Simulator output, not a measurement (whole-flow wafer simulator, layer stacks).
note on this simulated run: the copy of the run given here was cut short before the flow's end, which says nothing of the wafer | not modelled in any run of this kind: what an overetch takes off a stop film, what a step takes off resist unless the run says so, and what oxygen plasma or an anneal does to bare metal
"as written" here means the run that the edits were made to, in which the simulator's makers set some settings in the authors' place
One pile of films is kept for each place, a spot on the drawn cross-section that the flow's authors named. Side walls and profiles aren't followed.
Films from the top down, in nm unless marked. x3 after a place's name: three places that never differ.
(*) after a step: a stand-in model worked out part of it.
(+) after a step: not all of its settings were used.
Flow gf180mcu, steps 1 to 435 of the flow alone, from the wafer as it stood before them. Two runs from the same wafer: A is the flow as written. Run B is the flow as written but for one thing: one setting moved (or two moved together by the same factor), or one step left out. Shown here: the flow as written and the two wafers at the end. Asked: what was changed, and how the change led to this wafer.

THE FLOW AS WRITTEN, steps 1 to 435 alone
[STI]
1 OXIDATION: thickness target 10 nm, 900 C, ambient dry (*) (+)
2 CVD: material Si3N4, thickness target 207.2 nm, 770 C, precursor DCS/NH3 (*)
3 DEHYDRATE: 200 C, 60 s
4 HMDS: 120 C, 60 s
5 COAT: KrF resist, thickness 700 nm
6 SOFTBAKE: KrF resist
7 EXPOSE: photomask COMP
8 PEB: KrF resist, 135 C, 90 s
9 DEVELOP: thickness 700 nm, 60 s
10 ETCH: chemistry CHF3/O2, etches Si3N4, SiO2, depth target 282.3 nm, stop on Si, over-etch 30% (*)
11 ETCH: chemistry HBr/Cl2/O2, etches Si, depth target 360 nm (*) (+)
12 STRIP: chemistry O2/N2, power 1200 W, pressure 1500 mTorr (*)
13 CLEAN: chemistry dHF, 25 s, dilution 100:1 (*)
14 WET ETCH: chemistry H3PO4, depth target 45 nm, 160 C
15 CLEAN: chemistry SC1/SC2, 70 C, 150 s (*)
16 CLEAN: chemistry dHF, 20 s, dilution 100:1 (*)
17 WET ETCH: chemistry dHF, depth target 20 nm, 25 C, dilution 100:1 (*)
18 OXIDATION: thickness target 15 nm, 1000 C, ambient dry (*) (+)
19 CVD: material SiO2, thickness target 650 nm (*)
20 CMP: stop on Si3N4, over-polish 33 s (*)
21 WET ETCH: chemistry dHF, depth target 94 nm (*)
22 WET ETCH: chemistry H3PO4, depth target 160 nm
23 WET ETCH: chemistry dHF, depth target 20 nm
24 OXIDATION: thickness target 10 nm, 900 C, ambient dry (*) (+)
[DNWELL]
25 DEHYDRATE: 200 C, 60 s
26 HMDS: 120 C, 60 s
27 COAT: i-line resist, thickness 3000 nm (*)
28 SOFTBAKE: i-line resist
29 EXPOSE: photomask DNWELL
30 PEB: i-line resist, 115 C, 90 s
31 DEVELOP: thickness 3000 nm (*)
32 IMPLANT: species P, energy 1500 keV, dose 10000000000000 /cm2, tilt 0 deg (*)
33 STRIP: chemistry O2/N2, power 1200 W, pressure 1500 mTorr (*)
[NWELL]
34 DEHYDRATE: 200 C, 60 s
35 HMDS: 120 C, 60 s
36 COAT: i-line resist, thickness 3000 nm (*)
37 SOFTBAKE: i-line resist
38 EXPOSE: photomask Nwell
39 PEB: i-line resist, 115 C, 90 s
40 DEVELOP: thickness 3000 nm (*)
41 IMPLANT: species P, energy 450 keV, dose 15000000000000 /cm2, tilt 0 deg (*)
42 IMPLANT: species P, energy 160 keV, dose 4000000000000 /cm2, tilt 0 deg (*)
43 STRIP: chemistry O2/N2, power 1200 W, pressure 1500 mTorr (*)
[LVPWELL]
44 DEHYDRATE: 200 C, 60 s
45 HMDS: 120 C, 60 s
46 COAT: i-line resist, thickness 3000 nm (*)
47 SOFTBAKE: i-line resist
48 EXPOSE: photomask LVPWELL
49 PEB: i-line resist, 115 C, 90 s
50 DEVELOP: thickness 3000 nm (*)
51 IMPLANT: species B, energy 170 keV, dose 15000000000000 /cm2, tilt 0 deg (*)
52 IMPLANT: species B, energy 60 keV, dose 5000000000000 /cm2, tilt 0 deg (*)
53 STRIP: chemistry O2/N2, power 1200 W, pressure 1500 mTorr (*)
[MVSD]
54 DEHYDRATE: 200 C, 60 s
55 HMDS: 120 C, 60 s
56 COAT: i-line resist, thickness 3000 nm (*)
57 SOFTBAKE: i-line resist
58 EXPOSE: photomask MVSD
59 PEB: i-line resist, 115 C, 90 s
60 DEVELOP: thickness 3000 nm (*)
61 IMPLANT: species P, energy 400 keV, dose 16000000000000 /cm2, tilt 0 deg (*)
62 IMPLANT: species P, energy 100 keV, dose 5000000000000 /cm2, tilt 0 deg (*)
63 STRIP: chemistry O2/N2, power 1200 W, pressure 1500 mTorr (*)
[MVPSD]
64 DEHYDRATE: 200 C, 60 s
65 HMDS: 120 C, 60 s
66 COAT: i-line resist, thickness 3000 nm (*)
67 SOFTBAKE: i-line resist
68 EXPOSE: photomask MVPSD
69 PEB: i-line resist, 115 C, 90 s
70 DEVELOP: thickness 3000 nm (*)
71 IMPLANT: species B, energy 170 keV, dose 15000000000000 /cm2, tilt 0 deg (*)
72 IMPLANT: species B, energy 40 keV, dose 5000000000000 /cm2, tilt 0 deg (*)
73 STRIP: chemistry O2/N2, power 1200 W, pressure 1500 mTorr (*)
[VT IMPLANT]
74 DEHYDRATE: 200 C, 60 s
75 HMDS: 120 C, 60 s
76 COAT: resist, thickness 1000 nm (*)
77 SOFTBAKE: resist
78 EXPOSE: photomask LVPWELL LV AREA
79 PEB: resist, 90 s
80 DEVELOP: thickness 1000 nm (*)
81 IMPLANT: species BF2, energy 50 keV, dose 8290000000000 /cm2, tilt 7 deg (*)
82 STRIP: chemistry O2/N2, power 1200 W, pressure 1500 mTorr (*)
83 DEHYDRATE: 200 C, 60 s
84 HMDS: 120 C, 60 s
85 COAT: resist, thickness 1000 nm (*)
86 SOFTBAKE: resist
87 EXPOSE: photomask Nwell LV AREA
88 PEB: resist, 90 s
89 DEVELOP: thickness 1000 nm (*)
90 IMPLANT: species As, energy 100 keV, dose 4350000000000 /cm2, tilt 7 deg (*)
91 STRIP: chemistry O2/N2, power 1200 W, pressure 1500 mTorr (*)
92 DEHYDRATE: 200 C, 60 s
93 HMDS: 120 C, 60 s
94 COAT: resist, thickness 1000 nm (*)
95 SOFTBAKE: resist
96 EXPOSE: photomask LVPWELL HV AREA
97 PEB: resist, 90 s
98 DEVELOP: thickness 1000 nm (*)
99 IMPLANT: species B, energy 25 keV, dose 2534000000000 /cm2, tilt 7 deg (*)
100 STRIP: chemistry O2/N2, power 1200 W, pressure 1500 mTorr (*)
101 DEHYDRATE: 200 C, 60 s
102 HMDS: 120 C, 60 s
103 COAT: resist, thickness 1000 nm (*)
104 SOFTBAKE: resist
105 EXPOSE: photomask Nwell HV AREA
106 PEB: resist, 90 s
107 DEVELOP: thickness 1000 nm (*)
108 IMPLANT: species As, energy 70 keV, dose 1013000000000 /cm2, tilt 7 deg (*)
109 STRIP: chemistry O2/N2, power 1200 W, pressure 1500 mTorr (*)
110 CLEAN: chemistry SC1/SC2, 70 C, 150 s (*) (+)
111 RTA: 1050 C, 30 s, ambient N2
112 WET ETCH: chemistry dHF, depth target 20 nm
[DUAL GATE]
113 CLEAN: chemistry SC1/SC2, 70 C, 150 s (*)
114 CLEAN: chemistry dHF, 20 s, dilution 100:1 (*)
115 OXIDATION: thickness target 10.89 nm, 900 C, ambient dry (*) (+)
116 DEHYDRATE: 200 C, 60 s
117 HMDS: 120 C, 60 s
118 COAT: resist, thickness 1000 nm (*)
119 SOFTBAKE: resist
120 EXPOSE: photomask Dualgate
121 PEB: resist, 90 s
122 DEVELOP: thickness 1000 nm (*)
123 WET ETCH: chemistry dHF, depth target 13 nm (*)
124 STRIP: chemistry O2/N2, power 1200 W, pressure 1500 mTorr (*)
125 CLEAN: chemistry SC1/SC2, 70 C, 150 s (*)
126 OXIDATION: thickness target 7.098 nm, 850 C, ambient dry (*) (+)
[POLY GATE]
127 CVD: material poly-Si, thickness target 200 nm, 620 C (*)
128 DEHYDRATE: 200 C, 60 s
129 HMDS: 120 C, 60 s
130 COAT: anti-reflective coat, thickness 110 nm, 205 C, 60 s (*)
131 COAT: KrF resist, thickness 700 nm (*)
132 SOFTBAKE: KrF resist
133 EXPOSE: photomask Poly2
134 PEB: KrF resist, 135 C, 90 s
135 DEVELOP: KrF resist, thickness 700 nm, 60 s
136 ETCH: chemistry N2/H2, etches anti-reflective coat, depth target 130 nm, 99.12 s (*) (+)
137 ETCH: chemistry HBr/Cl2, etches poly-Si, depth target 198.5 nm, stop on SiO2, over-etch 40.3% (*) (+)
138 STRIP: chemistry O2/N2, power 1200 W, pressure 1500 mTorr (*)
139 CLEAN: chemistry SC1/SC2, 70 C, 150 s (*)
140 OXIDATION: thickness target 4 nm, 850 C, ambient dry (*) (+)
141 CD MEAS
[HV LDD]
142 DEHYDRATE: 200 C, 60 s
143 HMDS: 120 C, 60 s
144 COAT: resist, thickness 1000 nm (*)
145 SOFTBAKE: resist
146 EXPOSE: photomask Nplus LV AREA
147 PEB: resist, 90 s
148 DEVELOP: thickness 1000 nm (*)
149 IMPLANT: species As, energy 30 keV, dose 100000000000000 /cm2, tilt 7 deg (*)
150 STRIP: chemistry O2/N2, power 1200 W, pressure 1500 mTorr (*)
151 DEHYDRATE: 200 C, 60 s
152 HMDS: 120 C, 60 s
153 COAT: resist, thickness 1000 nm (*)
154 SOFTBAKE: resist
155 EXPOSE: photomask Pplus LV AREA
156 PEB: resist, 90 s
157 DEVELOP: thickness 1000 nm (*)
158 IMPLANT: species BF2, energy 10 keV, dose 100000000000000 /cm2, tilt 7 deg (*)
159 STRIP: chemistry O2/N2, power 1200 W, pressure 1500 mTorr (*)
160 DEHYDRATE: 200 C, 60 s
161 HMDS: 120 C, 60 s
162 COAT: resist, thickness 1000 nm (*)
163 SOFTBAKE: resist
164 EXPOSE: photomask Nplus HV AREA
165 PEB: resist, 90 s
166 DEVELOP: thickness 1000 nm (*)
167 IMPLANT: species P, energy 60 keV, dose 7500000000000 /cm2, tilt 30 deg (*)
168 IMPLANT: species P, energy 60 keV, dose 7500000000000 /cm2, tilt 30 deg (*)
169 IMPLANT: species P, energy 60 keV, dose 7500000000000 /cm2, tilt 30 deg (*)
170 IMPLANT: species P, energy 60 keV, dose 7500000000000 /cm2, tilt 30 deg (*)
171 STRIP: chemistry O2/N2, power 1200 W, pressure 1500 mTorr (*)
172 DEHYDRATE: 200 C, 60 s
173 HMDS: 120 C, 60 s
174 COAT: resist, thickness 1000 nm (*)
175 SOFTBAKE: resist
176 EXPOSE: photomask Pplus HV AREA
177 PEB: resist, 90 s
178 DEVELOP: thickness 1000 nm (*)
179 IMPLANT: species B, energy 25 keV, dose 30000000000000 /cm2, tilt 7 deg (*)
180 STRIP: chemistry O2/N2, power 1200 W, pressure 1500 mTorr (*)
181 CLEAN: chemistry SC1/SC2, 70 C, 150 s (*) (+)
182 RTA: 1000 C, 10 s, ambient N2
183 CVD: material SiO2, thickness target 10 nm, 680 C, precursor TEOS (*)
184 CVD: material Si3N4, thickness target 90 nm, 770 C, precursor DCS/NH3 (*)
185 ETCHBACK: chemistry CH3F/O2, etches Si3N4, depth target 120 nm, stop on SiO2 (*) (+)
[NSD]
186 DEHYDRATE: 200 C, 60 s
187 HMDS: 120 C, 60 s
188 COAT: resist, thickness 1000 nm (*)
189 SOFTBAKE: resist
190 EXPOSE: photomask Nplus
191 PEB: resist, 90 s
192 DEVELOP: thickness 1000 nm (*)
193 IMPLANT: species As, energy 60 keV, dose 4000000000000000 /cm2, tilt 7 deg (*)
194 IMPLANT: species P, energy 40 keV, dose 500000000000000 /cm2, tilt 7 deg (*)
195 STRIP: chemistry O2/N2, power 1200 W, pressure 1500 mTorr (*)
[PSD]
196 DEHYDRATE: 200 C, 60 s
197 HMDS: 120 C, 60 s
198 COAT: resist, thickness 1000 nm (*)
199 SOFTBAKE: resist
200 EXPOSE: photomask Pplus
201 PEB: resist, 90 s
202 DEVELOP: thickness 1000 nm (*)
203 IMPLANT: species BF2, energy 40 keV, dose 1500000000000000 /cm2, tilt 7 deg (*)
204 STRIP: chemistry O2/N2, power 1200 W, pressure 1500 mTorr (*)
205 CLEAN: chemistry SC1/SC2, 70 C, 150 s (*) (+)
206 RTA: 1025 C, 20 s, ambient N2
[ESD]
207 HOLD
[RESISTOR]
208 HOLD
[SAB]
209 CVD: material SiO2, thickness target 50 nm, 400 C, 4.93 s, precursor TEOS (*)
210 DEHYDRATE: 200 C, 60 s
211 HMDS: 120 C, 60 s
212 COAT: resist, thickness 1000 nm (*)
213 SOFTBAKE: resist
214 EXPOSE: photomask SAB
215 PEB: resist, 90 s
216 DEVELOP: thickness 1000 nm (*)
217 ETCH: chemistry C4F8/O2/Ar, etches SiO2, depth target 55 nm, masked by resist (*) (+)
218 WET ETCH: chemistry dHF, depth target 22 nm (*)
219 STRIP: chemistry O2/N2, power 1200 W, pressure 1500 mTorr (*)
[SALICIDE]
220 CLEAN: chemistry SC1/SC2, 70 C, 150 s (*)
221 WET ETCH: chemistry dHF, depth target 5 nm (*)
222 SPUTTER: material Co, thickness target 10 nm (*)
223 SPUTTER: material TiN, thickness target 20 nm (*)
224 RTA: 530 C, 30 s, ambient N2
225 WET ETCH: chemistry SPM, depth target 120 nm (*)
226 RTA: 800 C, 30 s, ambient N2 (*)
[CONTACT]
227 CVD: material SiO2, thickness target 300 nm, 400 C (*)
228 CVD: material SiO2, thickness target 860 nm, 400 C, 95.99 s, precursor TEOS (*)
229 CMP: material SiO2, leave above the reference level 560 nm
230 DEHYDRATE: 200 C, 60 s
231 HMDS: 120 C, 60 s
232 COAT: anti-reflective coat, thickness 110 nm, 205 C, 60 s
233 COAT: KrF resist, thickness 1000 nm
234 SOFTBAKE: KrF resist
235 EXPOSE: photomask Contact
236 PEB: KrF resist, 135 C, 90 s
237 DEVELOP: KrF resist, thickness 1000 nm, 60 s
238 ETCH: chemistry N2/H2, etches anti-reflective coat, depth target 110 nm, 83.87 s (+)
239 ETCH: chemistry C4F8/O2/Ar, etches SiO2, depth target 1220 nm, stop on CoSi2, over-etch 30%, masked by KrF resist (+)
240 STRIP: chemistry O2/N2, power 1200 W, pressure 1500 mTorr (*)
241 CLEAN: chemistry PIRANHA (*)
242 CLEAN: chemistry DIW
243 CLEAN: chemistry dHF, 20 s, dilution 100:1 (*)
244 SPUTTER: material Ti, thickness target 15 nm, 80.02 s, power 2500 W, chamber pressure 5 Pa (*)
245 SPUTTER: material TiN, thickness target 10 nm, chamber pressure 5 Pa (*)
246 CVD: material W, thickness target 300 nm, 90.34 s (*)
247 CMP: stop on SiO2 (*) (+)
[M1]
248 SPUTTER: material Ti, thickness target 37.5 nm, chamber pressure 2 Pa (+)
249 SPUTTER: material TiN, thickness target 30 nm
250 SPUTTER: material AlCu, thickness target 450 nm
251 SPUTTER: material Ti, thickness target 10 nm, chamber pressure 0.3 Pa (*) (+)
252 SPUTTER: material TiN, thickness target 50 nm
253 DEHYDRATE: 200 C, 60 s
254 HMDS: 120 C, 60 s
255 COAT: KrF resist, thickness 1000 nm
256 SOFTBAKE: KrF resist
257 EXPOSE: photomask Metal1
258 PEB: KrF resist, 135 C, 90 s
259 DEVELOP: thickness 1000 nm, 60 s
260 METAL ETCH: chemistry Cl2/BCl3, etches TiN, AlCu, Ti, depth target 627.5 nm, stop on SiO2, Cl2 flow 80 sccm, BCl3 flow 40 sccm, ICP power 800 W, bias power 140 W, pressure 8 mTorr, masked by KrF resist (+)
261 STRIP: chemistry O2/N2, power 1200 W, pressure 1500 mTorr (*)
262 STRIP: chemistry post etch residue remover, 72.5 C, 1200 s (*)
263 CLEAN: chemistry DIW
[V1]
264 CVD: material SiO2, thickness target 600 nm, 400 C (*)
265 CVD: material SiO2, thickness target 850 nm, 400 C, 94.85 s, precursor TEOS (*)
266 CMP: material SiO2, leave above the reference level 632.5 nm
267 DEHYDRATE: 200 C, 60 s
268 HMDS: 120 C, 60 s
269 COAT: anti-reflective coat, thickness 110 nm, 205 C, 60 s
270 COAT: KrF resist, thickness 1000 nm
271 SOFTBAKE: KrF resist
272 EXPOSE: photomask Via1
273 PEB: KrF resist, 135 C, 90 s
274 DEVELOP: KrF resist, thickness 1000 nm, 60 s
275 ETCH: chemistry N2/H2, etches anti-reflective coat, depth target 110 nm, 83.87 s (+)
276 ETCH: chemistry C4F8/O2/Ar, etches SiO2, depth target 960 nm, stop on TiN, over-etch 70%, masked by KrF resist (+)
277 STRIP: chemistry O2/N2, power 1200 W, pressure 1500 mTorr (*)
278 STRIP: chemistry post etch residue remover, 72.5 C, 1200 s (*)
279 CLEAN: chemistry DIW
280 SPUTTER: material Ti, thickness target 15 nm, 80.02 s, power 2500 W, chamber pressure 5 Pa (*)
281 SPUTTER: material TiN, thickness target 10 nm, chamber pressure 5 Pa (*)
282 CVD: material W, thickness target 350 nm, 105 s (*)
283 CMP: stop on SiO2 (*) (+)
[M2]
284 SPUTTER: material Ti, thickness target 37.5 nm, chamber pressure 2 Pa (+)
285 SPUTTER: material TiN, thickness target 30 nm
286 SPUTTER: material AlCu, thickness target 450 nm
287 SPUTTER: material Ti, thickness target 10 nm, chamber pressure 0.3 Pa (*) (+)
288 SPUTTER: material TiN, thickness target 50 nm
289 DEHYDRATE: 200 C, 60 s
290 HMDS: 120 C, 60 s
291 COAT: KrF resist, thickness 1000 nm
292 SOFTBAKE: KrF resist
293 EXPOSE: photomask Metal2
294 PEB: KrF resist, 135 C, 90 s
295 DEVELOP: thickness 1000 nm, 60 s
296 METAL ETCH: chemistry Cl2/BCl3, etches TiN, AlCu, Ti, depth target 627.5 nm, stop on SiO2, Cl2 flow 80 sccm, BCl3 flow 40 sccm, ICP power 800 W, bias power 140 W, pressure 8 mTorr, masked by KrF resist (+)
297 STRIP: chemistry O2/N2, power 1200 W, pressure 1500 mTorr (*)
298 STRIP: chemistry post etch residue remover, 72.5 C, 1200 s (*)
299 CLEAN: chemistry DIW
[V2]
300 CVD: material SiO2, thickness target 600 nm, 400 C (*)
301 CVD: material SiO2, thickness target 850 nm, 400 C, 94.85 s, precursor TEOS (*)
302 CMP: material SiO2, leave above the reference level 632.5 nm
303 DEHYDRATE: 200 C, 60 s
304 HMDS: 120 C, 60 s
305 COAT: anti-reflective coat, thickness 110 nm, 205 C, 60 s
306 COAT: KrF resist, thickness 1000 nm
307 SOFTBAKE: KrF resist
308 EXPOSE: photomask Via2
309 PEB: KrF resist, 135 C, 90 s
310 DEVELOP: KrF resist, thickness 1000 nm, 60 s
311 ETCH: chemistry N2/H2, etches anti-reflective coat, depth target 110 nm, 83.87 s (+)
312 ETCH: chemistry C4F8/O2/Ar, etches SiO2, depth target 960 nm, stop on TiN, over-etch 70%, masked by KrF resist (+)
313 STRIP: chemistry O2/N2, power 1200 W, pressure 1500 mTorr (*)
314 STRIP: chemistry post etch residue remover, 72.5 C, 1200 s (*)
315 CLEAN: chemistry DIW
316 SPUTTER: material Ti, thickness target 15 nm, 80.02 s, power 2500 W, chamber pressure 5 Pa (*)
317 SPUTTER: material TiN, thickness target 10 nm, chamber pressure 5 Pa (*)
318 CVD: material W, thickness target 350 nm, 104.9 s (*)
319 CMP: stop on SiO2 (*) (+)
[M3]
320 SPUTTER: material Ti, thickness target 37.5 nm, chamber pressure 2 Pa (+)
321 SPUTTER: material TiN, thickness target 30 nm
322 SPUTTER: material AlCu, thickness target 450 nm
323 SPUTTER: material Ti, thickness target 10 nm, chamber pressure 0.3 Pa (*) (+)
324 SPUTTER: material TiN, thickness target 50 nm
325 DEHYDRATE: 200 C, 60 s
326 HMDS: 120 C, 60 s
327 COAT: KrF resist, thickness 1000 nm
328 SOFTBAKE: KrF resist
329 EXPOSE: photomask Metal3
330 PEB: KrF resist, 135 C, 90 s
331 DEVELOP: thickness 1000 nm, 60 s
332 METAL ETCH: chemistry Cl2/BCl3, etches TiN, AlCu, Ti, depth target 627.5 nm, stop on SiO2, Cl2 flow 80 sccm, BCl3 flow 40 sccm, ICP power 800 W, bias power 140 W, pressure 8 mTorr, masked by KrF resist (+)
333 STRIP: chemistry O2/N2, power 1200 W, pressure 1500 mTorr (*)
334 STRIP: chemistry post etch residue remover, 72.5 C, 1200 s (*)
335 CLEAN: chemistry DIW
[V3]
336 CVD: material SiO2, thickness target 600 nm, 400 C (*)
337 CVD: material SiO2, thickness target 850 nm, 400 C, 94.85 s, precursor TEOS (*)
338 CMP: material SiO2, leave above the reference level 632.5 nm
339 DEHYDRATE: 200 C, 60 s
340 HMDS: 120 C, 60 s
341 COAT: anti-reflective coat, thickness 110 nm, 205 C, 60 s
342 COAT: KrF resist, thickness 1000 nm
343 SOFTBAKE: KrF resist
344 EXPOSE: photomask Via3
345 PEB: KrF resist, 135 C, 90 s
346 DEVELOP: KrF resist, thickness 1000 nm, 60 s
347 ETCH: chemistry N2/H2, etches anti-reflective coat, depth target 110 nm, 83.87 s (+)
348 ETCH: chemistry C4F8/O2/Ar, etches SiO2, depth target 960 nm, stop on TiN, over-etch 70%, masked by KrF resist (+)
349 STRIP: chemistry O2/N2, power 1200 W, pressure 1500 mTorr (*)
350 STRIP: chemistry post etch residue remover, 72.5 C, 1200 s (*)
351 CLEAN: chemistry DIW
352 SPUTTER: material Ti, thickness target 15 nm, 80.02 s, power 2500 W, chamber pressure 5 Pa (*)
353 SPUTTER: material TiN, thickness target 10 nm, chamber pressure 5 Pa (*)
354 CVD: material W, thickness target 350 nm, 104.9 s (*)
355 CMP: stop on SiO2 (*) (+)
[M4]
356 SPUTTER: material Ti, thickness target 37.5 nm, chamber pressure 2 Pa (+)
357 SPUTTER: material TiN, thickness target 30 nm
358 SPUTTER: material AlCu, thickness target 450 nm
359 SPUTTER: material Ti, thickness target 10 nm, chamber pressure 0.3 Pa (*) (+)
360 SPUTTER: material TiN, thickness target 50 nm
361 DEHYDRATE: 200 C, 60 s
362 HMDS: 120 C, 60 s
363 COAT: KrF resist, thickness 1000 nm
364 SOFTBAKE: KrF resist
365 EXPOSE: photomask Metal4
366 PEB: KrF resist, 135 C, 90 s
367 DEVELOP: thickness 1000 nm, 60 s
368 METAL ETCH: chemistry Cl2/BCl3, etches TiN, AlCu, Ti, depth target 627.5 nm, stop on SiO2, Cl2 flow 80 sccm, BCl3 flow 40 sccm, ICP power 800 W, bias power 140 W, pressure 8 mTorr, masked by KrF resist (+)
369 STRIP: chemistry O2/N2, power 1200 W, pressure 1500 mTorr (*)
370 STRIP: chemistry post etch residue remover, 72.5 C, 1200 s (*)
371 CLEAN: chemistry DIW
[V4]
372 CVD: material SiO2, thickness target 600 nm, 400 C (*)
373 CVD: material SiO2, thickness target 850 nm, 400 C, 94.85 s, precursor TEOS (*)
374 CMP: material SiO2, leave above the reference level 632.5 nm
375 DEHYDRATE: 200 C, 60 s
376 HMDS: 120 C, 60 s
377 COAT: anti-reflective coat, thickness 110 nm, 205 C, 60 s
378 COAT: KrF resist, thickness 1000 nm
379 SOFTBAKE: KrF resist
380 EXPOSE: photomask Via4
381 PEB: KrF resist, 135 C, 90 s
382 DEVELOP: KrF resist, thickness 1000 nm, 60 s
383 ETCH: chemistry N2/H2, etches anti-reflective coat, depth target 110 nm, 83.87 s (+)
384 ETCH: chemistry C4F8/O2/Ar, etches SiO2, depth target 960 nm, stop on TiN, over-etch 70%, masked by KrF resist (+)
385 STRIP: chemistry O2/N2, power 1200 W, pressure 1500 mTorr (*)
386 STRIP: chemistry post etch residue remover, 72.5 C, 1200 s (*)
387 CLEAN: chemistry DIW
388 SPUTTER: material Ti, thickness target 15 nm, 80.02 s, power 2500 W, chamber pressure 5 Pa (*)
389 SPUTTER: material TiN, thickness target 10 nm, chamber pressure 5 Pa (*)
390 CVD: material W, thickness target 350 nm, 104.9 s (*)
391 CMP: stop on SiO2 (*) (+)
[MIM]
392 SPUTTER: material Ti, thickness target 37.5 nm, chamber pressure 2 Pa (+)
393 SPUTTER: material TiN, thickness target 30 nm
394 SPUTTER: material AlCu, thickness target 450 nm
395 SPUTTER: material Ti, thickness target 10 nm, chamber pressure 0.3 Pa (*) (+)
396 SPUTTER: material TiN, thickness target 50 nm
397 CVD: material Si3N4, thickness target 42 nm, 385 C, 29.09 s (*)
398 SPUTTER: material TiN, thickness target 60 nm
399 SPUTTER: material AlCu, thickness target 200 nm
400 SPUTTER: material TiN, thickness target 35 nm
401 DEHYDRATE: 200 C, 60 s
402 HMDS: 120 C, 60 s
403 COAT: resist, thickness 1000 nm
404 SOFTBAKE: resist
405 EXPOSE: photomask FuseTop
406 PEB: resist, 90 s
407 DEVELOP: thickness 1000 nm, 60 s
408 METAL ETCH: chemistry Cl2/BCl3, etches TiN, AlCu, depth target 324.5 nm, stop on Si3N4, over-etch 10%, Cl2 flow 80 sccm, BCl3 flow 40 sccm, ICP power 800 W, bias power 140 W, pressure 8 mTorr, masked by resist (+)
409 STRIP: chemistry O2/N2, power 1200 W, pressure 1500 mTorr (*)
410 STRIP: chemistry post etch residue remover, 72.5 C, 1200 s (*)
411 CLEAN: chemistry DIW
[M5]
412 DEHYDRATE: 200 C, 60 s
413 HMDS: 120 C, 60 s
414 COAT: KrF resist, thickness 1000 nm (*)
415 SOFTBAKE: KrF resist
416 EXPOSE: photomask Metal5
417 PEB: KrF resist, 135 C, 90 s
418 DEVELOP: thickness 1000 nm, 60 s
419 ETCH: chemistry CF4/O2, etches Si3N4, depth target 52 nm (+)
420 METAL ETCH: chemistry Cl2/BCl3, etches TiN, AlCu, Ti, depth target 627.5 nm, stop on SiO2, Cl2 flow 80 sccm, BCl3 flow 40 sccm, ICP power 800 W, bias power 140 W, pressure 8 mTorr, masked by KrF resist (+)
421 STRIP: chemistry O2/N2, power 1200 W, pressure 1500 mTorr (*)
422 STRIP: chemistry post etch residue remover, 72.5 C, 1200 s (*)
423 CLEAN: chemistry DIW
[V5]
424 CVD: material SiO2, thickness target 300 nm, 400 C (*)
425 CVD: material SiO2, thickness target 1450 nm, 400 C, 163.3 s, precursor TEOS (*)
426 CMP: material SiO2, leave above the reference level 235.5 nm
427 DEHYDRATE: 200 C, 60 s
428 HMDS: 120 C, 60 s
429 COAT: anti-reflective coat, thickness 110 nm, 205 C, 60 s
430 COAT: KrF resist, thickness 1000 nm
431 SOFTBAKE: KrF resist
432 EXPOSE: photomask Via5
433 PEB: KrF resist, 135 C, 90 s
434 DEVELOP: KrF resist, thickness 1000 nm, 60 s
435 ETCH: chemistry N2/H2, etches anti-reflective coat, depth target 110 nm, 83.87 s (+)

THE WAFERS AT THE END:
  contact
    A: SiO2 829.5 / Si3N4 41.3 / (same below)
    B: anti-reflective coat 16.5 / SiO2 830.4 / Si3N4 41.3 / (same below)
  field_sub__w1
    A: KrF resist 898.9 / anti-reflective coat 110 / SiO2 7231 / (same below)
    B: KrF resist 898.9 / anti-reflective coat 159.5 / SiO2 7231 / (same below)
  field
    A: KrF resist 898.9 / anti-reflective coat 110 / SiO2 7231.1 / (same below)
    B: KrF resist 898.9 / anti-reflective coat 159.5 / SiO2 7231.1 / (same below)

The cause: step 429, COAT: thickness 159.5 nm was run, where the flow has thickness 110 nm.
It can be read off the wafer: field_sub__w1 has anti-reflective coat 159.5, and step 429 as written asks for 110 nm.

How the change led to this, step by step:
  429 COAT: anti-reflective coat, thickness 110 nm, 205 C, 60 s
      field, field__w1, field__w2 and 109 more: A anti-reflective coat +110 (new film) | B anti-reflective coat +159.5 (new film)
  435 ETCH: chemistry N2/H2, etches anti-reflective coat, depth target 110 nm, 83.87 s (+)
      contact: A anti-reflective coat -110 (all of it), SiO2 -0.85 | B anti-reflective coat -143
